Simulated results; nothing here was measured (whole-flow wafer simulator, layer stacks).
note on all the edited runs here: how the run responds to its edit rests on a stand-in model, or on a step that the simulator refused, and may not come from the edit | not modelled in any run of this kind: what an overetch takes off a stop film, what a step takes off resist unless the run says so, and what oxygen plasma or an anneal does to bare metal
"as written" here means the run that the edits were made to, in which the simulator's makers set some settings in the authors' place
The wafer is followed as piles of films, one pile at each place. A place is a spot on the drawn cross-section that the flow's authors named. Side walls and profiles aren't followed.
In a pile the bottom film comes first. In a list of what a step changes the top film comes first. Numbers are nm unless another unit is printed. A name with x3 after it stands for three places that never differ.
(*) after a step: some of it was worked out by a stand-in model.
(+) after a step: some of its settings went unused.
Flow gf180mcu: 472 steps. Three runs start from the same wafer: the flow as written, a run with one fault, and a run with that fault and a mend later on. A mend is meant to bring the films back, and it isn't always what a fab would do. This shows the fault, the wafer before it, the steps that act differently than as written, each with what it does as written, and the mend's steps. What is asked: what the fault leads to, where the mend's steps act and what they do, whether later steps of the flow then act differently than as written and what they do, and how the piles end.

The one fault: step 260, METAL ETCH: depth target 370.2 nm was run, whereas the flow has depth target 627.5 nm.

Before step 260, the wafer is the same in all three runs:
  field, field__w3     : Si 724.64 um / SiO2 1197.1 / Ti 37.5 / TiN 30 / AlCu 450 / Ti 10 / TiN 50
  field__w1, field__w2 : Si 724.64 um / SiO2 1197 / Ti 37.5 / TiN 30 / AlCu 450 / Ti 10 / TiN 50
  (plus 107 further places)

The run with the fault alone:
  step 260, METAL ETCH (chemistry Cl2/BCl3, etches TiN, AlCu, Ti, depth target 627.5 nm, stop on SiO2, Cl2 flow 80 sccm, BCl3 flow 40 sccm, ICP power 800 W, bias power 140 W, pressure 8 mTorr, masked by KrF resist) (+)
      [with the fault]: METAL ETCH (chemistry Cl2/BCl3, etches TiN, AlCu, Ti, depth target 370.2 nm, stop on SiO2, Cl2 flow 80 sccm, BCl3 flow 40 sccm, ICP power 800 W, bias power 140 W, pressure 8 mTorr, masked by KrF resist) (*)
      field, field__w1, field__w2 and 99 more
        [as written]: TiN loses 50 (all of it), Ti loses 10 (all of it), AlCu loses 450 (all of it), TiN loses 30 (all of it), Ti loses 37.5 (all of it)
        [with the fault]: TiN loses 50 (all of it), Ti loses 10 (all of it), AlCu loses 310.2
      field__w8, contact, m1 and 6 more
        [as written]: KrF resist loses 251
        [with the fault]: KrF resist loses 148.1
  Steps later in the flow that act otherwise than as written:
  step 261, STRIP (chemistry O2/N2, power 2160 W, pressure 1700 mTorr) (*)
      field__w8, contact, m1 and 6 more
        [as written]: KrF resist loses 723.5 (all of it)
        [with the fault]: KrF resist loses 826.4 (all of it)
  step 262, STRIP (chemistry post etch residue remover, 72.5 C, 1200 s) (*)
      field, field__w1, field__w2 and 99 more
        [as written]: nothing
        [with the fault]: AlCu loses 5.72
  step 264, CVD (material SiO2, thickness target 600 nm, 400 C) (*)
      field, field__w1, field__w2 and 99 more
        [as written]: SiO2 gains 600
        [with the fault]: SiO2 gains 600 (new film)
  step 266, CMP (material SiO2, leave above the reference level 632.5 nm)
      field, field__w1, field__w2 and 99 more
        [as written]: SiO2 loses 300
        [with the fault]: SiO2 loses 501.6
  The piles end different from the flow's at field, field__w1, field__w2 and 100 more by more than 2% or 0.5 nm, whichever is larger.
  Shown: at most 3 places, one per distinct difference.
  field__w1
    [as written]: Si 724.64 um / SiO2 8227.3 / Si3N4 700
    [with the fault]: Si 724.64 um / SiO2 1197 / Ti 37.5 / TiN 30 / AlCu 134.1 / SiO2 6828.7 / Si3N4 700
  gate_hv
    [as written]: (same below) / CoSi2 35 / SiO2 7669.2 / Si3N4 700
    [with the fault]: (same below) / CoSi2 35 / SiO2 638.9 / Ti 37.5 / TiN 30 / AlCu 134.1 / SiO2 6828.7 / Si3N4 700
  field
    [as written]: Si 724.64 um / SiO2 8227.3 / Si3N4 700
    [with the fault]: Si 724.64 um / SiO2 1197.1 / Ti 37.5 / TiN 30 / AlCu 134.1 / SiO2 6828.7 / Si3N4 700

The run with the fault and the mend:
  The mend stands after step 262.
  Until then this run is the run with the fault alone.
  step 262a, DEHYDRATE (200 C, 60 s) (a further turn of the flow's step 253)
      alters no film at any place that is followed
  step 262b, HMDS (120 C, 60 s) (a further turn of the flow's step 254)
      alters no film at any place that is followed
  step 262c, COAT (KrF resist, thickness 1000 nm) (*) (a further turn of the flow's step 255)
      iso_ptap_pw, iso_ntap_nw, iso_nw_fld and 33 more
        KrF resist gains 1000 (new film)
      field_sub, field_sub__w1, field_sub__w3 and 11 more
        KrF resist gains 1002.5 (new film)
      field__w5, field__w9, field_sub__w4 and 9 more
        KrF resist gains 1002.4 (new film)
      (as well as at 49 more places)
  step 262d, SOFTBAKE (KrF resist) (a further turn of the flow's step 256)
      alters no film at any place that is followed
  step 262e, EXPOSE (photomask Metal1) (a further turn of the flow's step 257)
      alters no film at any place that is followed
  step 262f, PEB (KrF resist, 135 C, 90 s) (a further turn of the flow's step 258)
      field__w1, field__w2, field__w3 and 57 more
        KrF resist loses 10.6
      iso_ptap_pw, iso_ntap_nw, iso_nw_fld and 33 more
        KrF resist loses 10.5
      sd_p, nw_sep_fld
        KrF resist loses 10.7
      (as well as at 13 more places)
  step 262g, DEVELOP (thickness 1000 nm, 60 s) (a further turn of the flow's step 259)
      iso_ptap_pw, iso_ntap_nw, iso_nw_fld and 33 more
        KrF resist loses 989.5 (all of it)
      field_sub__w2, field_sub__w4, gate and 10 more
        KrF resist loses 991.8 (all of it)
      p_well, sti, spacer and 7 more
        KrF resist loses 992 (all of it)
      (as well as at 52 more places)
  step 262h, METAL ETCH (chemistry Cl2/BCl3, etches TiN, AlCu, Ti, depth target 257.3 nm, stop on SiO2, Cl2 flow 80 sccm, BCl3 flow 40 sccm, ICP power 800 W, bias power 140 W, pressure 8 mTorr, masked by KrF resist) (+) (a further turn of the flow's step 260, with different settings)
      field, field__w1, field__w2 and 99 more
        AlCu loses 134.1 (all of it), TiN loses 30 (all of it), Ti loses 37.5 (all of it)
      field__w8, contact, m1 and 6 more
        KrF resist loses 102.9
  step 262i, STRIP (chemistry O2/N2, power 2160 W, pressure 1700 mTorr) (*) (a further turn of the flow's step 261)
      field__w8
        KrF resist loses 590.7 (all of it)
      contact
        KrF resist loses 588.8 (all of it)
      m1
        KrF resist loses 590.9 (all of it)
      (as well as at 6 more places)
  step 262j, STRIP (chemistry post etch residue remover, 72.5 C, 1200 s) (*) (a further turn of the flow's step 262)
      field__w8, contact, m1 and 6 more
        TiN loses 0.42
  Every later step of the flow that is run acts as written, at every place that is followed, to within 2% or 0.5 nm, whichever is larger.
  At the end the piles are close to the flow's at the places that both follow, differing by at most 2% or 0.5 nm, whichever is larger.
